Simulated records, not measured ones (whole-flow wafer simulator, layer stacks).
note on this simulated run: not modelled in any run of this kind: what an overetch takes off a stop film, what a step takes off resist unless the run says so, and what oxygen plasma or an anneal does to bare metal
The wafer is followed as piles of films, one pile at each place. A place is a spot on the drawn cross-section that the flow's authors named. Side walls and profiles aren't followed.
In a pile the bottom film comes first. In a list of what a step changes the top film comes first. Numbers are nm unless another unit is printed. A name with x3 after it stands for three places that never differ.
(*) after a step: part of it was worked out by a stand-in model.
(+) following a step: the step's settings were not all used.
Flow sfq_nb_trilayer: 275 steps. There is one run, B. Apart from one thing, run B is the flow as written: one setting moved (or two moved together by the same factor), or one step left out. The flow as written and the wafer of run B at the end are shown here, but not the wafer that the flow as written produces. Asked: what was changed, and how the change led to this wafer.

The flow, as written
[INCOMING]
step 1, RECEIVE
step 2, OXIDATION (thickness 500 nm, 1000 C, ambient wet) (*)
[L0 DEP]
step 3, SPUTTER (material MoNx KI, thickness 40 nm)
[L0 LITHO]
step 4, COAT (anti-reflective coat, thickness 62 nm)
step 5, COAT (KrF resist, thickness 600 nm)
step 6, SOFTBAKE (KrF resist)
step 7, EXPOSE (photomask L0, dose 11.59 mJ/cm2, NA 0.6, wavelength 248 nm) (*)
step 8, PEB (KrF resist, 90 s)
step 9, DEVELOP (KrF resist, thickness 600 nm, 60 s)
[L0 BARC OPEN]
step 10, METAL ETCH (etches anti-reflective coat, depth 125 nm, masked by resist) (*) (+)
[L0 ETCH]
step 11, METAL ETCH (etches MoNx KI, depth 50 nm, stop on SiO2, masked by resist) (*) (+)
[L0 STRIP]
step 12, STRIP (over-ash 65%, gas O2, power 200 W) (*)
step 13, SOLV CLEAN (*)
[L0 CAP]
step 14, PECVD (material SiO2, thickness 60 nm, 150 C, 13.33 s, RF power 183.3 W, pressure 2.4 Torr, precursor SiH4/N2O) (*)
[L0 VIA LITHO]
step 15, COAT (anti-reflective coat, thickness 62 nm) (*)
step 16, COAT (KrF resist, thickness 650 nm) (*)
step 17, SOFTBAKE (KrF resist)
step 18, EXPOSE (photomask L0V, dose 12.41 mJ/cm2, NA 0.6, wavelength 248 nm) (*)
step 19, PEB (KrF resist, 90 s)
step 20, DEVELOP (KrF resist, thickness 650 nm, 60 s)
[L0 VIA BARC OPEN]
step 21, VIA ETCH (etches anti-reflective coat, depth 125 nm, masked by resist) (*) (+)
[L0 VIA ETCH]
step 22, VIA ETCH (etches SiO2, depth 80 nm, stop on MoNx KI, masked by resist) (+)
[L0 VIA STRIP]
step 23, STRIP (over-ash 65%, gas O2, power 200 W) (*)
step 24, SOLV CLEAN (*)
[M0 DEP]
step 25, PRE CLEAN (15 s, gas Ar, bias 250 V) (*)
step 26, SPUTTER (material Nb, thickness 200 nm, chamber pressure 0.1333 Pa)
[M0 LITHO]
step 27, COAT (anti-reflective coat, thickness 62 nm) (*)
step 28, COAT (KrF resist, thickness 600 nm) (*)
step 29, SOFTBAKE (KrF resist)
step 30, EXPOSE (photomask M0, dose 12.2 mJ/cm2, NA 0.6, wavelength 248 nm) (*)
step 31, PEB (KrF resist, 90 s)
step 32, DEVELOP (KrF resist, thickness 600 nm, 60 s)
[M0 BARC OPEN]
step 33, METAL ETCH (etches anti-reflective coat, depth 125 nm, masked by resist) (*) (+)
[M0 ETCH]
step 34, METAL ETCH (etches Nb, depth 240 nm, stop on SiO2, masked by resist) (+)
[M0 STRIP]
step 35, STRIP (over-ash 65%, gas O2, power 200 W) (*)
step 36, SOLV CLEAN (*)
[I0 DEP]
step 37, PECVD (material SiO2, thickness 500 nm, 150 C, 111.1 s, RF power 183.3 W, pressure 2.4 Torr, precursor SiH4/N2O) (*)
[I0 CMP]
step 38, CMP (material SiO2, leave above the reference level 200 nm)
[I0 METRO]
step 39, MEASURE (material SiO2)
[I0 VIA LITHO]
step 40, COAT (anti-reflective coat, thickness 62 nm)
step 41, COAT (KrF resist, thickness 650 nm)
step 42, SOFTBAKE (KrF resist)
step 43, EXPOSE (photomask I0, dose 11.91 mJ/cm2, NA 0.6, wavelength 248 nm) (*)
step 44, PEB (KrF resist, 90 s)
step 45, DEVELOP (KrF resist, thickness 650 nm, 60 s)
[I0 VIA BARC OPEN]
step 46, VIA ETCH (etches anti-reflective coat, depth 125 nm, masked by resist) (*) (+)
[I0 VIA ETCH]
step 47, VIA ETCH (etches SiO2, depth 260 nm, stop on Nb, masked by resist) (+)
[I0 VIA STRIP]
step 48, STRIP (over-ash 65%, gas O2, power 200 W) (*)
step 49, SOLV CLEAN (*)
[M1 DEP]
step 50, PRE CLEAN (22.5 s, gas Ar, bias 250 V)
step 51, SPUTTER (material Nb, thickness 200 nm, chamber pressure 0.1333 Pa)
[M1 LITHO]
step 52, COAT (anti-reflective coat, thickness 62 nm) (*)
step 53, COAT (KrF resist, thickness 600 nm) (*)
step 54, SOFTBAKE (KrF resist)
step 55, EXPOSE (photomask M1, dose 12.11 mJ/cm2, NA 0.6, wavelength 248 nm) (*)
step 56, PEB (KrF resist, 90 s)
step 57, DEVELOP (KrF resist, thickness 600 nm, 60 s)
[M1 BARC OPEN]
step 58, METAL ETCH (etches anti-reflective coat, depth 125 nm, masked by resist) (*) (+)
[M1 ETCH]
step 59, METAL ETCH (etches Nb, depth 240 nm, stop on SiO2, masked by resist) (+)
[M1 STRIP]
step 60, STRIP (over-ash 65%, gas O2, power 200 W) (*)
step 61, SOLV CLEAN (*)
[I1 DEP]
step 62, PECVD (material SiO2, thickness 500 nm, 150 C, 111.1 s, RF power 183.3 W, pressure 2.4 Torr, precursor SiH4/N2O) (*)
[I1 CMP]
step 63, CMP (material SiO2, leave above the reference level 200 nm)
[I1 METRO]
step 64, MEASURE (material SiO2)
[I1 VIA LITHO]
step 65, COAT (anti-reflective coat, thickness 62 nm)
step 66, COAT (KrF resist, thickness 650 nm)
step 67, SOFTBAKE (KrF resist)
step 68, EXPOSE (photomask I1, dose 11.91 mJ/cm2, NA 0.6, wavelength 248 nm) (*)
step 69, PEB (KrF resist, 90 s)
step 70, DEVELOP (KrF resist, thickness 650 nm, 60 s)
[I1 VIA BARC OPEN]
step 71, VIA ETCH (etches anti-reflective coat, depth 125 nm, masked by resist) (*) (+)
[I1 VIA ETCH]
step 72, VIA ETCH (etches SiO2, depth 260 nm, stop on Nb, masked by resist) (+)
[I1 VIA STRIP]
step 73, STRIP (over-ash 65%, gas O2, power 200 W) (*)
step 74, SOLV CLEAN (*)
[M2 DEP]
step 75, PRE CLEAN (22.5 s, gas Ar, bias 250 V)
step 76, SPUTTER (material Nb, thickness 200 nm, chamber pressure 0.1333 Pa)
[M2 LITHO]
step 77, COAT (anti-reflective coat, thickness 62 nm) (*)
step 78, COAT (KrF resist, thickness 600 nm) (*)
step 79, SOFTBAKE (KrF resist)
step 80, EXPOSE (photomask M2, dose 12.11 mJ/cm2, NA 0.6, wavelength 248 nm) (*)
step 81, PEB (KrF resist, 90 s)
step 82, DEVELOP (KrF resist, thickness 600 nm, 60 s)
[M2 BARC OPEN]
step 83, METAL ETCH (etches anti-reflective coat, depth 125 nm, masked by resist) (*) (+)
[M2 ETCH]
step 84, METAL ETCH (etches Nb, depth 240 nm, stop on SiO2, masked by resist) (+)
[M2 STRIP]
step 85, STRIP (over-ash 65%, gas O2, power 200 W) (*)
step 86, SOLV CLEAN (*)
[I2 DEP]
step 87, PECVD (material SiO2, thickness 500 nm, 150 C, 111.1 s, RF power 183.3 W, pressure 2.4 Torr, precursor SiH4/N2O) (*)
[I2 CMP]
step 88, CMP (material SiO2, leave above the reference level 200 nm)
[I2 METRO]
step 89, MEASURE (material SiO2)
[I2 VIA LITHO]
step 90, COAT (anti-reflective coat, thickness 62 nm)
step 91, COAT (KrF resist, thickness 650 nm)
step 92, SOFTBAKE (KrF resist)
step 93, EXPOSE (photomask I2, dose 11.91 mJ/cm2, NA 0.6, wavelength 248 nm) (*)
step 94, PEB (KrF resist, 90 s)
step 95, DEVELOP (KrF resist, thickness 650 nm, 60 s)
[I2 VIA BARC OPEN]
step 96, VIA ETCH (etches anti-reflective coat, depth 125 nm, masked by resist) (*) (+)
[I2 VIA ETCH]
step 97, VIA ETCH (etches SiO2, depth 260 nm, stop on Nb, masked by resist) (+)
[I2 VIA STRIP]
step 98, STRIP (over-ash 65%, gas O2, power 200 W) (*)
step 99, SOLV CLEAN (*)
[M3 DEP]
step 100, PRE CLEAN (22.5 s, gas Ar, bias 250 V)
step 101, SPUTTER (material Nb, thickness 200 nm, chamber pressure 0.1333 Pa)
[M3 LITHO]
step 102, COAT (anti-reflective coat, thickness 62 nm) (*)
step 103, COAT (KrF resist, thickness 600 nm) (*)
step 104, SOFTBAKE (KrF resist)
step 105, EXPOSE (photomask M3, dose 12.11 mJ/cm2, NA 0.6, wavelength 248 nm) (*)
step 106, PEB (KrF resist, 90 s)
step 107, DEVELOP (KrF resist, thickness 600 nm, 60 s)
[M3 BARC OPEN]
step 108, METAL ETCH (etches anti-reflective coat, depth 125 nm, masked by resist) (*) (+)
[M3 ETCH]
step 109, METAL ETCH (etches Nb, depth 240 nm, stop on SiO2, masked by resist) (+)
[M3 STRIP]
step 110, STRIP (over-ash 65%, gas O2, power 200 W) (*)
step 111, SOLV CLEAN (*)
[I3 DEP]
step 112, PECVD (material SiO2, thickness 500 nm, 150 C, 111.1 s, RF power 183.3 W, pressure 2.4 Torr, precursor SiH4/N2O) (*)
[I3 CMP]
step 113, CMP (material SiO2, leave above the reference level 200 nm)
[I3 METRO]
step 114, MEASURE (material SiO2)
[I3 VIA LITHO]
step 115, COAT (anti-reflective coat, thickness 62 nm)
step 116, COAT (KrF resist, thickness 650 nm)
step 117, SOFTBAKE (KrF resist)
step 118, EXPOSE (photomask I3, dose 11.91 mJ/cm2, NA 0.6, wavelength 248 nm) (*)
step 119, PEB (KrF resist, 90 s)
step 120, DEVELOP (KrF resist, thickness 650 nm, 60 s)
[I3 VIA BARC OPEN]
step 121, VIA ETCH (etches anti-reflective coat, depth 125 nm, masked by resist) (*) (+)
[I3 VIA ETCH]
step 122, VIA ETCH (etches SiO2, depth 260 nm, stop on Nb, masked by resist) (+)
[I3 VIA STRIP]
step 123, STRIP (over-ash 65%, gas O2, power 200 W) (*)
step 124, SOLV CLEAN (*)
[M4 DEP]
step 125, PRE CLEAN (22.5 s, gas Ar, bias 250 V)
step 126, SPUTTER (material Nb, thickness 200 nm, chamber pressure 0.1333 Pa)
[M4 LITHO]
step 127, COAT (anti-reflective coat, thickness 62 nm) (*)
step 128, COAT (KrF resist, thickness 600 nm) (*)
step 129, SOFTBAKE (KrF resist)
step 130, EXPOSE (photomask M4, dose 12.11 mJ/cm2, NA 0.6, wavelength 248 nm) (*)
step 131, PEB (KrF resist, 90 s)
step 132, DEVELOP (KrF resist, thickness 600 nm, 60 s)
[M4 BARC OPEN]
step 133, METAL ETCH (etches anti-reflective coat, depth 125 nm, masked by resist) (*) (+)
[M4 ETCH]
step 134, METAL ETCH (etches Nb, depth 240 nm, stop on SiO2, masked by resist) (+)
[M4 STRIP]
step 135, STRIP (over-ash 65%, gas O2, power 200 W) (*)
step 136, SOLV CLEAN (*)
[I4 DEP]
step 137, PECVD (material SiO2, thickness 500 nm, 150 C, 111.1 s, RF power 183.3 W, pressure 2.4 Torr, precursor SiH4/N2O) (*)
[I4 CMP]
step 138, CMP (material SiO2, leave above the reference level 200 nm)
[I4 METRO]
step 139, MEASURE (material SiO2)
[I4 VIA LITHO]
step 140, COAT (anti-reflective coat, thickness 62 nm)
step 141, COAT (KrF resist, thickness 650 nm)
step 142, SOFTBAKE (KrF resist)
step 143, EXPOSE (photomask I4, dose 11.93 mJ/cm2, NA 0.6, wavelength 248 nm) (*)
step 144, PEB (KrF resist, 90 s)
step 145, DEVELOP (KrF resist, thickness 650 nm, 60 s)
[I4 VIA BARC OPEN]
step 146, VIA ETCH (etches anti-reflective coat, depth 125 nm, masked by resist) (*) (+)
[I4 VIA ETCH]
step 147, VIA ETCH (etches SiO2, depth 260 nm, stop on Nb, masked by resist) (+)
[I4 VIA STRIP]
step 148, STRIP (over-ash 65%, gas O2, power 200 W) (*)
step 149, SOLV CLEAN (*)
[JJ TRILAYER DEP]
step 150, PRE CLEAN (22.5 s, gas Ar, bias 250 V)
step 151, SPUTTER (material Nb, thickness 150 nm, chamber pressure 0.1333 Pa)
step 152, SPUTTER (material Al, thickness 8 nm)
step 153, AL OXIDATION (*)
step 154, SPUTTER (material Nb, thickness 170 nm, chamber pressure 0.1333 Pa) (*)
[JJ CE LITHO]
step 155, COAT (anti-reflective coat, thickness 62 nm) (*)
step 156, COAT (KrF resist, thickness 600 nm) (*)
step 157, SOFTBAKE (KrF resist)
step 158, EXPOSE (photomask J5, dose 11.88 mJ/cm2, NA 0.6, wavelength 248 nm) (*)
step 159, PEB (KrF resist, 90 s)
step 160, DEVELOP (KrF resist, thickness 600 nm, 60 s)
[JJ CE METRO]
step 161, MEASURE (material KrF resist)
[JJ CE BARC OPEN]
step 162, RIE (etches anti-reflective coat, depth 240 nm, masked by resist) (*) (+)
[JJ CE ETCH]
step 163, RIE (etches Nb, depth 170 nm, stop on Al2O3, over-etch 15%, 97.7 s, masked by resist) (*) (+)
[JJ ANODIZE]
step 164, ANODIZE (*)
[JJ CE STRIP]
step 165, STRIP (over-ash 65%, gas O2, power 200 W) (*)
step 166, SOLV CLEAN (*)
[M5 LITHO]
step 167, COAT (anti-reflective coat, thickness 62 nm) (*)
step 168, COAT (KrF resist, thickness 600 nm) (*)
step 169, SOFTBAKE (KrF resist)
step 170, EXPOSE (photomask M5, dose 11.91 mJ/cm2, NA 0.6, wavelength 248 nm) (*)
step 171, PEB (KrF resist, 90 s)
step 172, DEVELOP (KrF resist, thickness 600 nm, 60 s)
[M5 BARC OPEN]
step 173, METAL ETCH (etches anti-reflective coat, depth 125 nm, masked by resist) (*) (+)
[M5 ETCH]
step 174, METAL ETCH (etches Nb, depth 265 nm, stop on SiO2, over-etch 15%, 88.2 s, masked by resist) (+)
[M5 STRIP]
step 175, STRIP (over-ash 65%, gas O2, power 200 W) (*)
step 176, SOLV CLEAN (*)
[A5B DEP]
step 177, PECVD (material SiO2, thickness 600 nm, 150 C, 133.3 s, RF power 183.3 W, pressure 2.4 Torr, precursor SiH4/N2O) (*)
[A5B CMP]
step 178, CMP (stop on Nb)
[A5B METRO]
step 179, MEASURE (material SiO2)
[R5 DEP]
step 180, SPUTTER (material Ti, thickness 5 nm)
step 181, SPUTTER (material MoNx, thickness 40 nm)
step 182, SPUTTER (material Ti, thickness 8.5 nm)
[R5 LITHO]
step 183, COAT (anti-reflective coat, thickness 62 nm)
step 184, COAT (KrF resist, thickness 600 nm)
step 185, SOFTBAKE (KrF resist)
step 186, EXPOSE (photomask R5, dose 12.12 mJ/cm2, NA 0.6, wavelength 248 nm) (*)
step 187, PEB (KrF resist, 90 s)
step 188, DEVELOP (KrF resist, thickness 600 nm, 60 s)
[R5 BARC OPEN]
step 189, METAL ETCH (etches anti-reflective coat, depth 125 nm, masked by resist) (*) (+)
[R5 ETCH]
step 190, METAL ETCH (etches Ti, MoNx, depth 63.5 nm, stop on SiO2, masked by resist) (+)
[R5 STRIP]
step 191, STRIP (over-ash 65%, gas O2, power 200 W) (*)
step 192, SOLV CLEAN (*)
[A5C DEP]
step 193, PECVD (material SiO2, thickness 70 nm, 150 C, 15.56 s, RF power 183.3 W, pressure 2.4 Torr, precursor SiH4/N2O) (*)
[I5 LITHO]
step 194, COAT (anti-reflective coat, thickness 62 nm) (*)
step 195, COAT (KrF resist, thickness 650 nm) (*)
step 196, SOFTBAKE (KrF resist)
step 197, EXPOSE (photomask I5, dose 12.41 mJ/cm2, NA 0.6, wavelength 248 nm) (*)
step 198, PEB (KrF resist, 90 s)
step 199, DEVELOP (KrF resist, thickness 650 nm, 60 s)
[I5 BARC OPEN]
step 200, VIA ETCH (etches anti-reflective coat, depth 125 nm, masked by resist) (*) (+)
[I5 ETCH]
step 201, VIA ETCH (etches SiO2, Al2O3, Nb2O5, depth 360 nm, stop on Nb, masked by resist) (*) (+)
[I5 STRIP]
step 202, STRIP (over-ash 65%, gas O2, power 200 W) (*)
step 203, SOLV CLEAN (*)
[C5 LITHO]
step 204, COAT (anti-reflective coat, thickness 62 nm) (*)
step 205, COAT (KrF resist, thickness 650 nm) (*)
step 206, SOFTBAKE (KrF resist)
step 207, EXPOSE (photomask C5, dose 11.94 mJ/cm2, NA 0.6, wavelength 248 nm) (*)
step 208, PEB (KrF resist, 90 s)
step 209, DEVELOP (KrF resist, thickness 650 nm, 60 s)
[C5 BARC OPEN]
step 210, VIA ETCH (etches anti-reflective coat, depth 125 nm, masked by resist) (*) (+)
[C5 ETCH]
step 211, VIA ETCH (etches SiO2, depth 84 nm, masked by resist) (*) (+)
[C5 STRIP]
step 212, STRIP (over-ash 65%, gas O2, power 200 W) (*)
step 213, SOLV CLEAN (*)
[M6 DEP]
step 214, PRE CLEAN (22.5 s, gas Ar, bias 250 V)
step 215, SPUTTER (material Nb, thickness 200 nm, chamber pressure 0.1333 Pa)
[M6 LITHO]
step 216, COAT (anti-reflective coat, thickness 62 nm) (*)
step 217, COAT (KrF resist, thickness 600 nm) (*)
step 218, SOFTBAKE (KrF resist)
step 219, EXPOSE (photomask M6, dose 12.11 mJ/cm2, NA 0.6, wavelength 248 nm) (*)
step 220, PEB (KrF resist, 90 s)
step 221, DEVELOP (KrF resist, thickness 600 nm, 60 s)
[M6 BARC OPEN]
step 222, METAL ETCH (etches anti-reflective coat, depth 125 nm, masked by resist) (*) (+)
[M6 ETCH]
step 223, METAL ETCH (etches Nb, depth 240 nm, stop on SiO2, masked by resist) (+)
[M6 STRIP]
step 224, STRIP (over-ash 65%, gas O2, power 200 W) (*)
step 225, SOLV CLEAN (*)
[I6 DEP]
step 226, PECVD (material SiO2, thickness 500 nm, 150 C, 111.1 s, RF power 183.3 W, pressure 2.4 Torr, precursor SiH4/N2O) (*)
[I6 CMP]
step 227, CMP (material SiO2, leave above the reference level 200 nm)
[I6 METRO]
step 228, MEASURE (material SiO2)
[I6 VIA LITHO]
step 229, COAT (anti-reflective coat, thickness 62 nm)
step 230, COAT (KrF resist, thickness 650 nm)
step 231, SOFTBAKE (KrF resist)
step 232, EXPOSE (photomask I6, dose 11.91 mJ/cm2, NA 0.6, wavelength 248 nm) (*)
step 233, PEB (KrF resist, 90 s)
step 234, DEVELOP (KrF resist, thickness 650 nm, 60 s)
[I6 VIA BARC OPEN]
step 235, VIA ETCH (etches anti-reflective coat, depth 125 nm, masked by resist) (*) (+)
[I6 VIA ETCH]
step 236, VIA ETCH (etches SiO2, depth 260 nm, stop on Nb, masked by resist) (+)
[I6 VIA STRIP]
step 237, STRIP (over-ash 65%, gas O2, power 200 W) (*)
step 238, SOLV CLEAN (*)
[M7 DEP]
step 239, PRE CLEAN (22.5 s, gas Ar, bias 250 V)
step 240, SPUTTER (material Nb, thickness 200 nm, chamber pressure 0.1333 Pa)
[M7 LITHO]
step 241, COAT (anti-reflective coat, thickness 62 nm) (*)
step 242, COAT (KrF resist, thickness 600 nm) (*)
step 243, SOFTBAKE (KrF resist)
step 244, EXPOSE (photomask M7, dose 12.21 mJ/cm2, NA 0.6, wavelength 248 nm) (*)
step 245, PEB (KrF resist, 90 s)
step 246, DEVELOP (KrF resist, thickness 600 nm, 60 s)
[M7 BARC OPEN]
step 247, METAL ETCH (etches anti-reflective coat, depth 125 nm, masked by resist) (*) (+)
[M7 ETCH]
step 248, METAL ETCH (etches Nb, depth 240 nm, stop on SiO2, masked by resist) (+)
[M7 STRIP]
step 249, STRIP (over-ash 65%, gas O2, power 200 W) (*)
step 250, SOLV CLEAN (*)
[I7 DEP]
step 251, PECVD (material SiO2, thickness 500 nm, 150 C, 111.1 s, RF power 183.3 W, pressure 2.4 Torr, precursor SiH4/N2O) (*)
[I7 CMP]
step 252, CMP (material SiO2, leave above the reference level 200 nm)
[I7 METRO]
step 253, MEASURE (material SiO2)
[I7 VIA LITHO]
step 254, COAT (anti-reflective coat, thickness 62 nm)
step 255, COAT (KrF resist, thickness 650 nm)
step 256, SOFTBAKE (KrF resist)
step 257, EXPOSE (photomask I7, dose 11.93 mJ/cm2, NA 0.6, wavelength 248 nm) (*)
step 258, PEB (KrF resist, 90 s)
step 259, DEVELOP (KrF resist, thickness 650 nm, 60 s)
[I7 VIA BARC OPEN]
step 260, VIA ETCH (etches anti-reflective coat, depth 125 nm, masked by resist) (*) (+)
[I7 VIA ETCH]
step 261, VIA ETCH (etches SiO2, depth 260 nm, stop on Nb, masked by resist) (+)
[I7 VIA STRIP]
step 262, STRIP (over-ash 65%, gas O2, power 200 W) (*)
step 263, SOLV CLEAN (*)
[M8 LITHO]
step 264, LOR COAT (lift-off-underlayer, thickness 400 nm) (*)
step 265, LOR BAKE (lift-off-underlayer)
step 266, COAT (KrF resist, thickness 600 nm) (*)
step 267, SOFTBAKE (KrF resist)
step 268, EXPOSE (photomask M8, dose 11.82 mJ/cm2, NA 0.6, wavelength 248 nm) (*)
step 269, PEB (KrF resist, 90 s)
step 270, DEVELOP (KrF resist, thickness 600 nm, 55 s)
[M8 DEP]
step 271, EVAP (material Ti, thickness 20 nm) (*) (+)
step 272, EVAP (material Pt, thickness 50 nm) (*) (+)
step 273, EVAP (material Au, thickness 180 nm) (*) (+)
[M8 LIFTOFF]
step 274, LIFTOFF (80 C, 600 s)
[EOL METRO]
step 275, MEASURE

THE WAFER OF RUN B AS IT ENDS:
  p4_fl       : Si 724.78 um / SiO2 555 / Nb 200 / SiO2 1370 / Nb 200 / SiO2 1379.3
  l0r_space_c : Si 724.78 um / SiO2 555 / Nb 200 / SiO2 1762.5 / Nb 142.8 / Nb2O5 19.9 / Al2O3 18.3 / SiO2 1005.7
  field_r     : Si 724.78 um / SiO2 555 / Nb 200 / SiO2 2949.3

Cause: step 152, SPUTTER: thickness 11.4 nm was run, while the flow as written has thickness 8 nm.

Step by step, how the change led to this:
  step 152, SPUTTER (material Al, thickness 8 nm)
      field_l, v_sur, via_sp and 100 more: +11.4 Al (new film) (it would be, as written: +8 Al (new film))
      via_wl, via_wr: +7.32 Al (new film) (it would be, as written: +5.14 Al (new film))
      (as well as at 1 more place)
  step 164, ANODIZE (*)
      field_l, v_sur, via_sp and 96 more: +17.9 Al2O3, +19.9 Nb2O5 (new film), -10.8 Al (all of it), -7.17 Nb (it would be, as written: +12.2 Al2O3, +29.9 Nb2O5 (new film), -7.42 Al (all of it), -10.8 Nb)
      via_wl, via_wr: +11.1 Al2O3 (new film), +32.7 Nb2O5 (new film), -6.74 Al (all of it), -11.8 Nb (it would be, as written: +7.52 Al2O3 (new film), +39.2 Nb2O5 (new film), -4.56 Al (all of it), -14.1 Nb)
      (as well as at 1 more place)
  step 167, COAT (anti-reflective coat, thickness 62 nm) (*)
      ce_l: +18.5 anti-reflective coat (new film) (it would be, as written: +19.6 anti-reflective coat (new film))
  step 174, METAL ETCH (etches Nb, depth 265 nm, stop on SiO2, over-etch 15%, 88.2 s, masked by resist) (+)
      field_l, r_sur, res and 50 more: -18.2 Al2O3 (all of it), -19.9 Nb2O5 (all of it), -142.8 Nb (all of it), -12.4 SiO2 (it would be, as written: -12.6 Al2O3 (all of it), -29.9 Nb2O5 (all of it), -139.2 Nb (all of it), -12.3 SiO2)
  step 175, STRIP (over-ash 65%, gas O2, power 200 W) (*)
      ce_l: -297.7 KrF resist (all of it), -18.5 anti-reflective coat (all of it) (it would be, as written: -299.6 KrF resist (all of it), -19.6 anti-reflective coat (all of it))
  step 201, VIA ETCH (etches SiO2, Al2O3, Nb2O5, depth 360 nm, stop on Nb, masked by resist) (*) (+)
      be: -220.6 SiO2 (all of it), -18.3 Al2O3 (all of it), -19.9 Nb2O5 (all of it) (it would be, as written: -216.4 SiO2 (all of it), -12.7 Al2O3 (all of it), -29.9 Nb2O5 (all of it))
